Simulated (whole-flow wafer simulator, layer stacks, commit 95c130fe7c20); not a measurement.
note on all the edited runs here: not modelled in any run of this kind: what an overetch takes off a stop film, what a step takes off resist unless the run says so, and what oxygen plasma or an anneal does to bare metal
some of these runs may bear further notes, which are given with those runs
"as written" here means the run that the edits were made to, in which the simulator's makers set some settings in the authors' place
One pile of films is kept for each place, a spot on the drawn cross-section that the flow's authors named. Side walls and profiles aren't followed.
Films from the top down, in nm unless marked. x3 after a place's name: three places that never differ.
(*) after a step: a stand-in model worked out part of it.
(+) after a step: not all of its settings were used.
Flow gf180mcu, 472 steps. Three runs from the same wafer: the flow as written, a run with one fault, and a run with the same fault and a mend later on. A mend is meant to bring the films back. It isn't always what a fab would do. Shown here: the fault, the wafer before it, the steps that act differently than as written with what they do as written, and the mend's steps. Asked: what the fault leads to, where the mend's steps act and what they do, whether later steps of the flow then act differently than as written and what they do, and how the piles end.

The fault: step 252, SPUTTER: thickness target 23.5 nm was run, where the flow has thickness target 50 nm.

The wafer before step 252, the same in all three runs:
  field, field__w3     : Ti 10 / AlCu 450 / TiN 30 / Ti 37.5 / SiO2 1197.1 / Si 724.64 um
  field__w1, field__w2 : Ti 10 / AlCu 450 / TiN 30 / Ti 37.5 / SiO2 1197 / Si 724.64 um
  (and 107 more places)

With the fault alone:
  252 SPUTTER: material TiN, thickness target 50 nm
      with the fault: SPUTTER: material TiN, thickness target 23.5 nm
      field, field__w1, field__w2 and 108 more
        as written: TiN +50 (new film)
        with the fault: TiN +23.5 (new film)
  Later steps of the flow that act differently than as written (2 more steps differ only slightly, by at most 2% or 0.5 nm, whichever is larger, and aren't shown):
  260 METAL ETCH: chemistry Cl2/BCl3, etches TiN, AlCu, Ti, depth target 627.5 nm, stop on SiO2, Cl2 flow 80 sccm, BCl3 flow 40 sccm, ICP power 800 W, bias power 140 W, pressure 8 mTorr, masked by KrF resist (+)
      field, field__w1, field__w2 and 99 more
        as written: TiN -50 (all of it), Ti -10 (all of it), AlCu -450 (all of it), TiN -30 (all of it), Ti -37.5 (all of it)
        with the fault: TiN -23.5 (all of it), Ti -10 (all of it), AlCu -450 (all of it), TiN -30 (all of it), Ti -37.5 (all of it)
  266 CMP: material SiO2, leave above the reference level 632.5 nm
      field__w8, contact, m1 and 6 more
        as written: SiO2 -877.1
        with the fault: SiO2 -850.6
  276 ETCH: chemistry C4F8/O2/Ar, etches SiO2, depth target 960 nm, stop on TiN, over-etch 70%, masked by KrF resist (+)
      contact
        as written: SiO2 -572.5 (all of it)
        with the fault: SiO2 -599 (all of it)
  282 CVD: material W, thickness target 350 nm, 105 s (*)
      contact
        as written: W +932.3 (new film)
        with the fault: W +959 (new film)
  At the end the piles differ from the flow's by more than 2% or 0.5 nm, whichever is larger, at field__w8, contact, m1 and 6 more.
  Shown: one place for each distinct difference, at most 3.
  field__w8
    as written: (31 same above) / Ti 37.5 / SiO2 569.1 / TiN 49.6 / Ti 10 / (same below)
    with the fault: (31 same above) / Ti 37.5 / SiO2 595.6 / TiN 23.1 / Ti 10 / (same below)
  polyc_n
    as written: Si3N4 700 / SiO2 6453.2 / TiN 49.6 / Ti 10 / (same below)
    with the fault: Si3N4 700 / SiO2 6479.7 / TiN 23.1 / Ti 10 / (same below)
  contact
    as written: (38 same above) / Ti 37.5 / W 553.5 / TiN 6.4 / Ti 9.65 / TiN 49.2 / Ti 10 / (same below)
    with the fault: (38 same above) / Ti 37.5 / W 580.2 / TiN 6.3 / Ti 9.5 / TiN 22.7 / Ti 10 / (same below)

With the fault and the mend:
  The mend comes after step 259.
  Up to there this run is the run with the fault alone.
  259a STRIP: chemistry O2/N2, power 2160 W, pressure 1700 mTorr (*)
      field__w8, contact, m1 and 6 more
        KrF resist -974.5 (all of it)
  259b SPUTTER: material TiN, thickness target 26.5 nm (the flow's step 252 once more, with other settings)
      field, field__w1, field__w2 and 108 more
        TiN +26.5
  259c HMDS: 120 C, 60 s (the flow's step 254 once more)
      changes no film at any place that is followed
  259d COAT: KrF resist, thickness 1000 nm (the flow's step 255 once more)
      field, field__w1, field__w2 and 108 more
        KrF resist +1000 (new film)
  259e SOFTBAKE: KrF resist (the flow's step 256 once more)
      changes no film at any place that is followed
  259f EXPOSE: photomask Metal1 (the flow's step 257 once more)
      changes no film at any place that is followed
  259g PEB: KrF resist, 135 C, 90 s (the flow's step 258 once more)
      field, field__w1, field__w2 and 108 more
        KrF resist -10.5
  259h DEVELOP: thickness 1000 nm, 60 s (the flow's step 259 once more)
      field, field__w1, field__w2 and 99 more
        KrF resist -989.5 (all of it)
      field__w8, contact, m1 and 6 more
        KrF resist -14.9
  No later step of the flow acts differently than as written at any place that is followed.
  At the end the piles are the same as the flow's at every place that both follow.
